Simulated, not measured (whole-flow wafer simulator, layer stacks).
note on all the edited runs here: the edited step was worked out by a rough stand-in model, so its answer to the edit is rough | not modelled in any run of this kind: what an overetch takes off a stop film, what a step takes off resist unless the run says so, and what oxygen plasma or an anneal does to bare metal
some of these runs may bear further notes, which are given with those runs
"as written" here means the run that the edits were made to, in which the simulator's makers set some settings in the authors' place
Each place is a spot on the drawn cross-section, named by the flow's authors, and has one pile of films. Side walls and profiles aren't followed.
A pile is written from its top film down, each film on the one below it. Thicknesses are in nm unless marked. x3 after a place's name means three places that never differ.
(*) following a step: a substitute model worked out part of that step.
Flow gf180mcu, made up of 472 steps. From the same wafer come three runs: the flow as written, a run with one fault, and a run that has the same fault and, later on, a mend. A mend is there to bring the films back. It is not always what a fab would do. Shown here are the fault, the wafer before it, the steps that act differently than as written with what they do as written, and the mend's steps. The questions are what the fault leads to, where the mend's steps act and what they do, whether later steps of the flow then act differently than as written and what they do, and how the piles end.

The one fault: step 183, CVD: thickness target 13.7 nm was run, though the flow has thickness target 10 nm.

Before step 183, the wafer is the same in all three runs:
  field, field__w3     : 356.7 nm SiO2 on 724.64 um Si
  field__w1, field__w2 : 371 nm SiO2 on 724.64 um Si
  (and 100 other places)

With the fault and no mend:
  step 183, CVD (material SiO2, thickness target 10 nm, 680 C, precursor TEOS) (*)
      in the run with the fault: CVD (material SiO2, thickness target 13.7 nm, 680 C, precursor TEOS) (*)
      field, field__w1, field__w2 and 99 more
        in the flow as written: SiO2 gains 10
        in the run with the fault: SiO2 gains 13.7
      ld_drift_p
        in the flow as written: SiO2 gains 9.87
        in the run with the fault: SiO2 gains 13.5
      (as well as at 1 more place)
  Steps further on in the flow that do not act as written (not shown: 21 more steps that differ only slightly, by at most 2% or 0.5 nm, whichever is larger):
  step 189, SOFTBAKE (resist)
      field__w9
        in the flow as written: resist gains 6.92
        in the run with the fault: resist loses 3.09
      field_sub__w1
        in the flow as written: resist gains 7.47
        in the run with the fault: resist gains 9.73
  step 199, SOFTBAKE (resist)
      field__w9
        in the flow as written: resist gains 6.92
        in the run with the fault: resist loses 3.09
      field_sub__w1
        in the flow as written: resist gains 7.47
        in the run with the fault: resist gains 9.73
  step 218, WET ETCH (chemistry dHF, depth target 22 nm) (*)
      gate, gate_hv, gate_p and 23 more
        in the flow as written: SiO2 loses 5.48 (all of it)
        in the run with the fault: SiO2 loses 9.18 (all of it)
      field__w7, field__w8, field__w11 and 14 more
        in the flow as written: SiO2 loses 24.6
        in the run with the fault: SiO2 loses 25.2
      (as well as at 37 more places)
  By the end, the piles at spacer depart from the flow's by more than 2% or 0.5 nm, whichever is larger.
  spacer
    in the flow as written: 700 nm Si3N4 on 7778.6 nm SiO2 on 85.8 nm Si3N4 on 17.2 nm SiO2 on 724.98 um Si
    in the run with the fault: 700 nm Si3N4 on 7774.9 nm SiO2 on 85.8 nm Si3N4 on 20.9 nm SiO2 on 724.98 um Si

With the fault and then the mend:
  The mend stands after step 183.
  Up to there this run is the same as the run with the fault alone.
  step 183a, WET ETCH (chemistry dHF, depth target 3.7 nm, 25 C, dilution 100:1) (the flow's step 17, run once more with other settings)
      field, field__w1, field__w2 and 101 more
        SiO2 loses 3.7
  Every later step of the flow that is run acts as written, at every place that is followed, to within 2% or 0.5 nm, whichever is larger.
  When the end is reached, the piles differ only a little from the flow's at the places that both follow, at most by 2% or 0.5 nm, whichever is larger.
